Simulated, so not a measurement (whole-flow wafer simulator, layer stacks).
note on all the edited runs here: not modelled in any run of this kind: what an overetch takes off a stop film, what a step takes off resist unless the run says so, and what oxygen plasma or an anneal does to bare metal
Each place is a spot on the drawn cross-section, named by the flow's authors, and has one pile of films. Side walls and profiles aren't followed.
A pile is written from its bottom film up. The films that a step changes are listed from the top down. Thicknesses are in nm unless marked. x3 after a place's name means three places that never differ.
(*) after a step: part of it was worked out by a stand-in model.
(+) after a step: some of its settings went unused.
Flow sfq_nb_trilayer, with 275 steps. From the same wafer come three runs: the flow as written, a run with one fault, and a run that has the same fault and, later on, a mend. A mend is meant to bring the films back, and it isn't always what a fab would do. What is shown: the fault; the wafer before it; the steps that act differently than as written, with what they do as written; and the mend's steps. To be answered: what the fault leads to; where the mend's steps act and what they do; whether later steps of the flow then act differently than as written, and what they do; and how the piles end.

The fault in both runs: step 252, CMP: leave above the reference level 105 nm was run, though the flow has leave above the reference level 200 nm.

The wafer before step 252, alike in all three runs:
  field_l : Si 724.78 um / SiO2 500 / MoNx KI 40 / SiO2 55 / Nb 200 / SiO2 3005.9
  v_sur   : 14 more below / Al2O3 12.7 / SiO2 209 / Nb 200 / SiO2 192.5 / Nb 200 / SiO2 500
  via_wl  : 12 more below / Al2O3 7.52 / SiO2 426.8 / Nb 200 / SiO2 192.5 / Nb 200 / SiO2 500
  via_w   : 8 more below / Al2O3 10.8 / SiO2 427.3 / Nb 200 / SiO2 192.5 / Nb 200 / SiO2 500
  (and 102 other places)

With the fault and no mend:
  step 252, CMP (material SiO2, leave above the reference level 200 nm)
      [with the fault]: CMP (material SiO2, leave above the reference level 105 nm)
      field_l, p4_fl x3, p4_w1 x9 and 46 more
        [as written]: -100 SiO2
        [with the fault]: -195 SiO2
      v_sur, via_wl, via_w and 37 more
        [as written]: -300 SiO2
        [with the fault]: -395 SiO2
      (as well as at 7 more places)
  Steps later in the flow that act otherwise than as written (2 more steps, not shown, differ only slightly: by at most 2% or 0.5 nm, whichever is larger):
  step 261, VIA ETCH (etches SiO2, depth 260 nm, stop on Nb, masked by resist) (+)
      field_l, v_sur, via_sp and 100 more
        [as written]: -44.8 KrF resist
        [with the fault]: -27.1 KrF resist
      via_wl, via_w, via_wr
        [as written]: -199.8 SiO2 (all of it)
        [with the fault]: -104.8 SiO2 (all of it)
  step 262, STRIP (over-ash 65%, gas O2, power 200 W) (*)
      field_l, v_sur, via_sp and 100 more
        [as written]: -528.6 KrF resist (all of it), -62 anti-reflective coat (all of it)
        [with the fault]: -546.3 KrF resist (all of it), -62 anti-reflective coat (all of it)
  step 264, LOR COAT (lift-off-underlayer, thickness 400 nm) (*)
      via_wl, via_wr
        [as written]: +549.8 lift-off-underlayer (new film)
        [with the fault]: +478.6 lift-off-underlayer (new film)
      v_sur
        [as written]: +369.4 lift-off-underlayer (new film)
        [with the fault]: +383.9 lift-off-underlayer (new film)
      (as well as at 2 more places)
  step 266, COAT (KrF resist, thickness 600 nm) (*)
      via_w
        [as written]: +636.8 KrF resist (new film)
        [with the fault]: +619.3 KrF resist (new film)
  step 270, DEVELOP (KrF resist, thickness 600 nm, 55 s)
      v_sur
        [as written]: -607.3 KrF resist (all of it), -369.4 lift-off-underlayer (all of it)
        [with the fault]: -603.3 KrF resist (all of it), -383.9 lift-off-underlayer (all of it)
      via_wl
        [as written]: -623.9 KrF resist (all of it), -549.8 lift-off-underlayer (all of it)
        [with the fault]: -611.9 KrF resist (all of it), -478.6 lift-off-underlayer (all of it)
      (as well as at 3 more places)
  The piles end different from the flow's at field_l, v_sur, via_sp and 100 more by more than 2% or 0.5 nm, whichever is larger.
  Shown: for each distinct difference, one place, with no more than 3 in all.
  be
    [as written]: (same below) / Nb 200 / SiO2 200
    [with the fault]: (same below) / Nb 200 / SiO2 105
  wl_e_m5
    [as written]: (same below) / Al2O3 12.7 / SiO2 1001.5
    [with the fault]: (same below) / Al2O3 12.7 / SiO2 906.5
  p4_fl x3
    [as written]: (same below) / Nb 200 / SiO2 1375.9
    [with the fault]: (same below) / Nb 200 / SiO2 1280.9

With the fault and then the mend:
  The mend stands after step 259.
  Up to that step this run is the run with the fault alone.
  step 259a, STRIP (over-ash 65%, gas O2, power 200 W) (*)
      field_l, v_sur, via_sp and 100 more
        -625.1 KrF resist (all of it), -62 anti-reflective coat (all of it)
      via_wl, via_w, via_wr
        -62 anti-reflective coat (all of it)
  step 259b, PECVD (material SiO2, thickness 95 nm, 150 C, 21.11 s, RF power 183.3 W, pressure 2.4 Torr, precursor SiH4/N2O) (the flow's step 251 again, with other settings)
      field_l, v_sur, via_wl and 103 more
        +95 SiO2
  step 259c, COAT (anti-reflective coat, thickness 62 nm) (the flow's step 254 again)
      field_l, v_sur, via_wl and 103 more
        +62 anti-reflective coat (new film)
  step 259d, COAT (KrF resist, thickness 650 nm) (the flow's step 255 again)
      field_l, v_sur, via_wl and 103 more
        +650 KrF resist (new film)
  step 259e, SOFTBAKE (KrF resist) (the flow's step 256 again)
      leaves every film unchanged at each place that is followed
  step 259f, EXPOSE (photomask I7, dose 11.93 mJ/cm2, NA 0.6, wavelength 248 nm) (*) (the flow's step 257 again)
      leaves every film unchanged at each place that is followed
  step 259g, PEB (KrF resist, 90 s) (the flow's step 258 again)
      field_l, v_sur, via_wl and 103 more
        -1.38 KrF resist
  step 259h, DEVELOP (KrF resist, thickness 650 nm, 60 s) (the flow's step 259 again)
      field_l, v_sur, via_sp and 100 more
        -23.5 KrF resist
      via_wl, via_w, via_wr
        -648.6 KrF resist (all of it)
  Later steps of the flow that are run all act as written at every place that is followed.
  At every place that both follow, the piles at the end match the flow's.
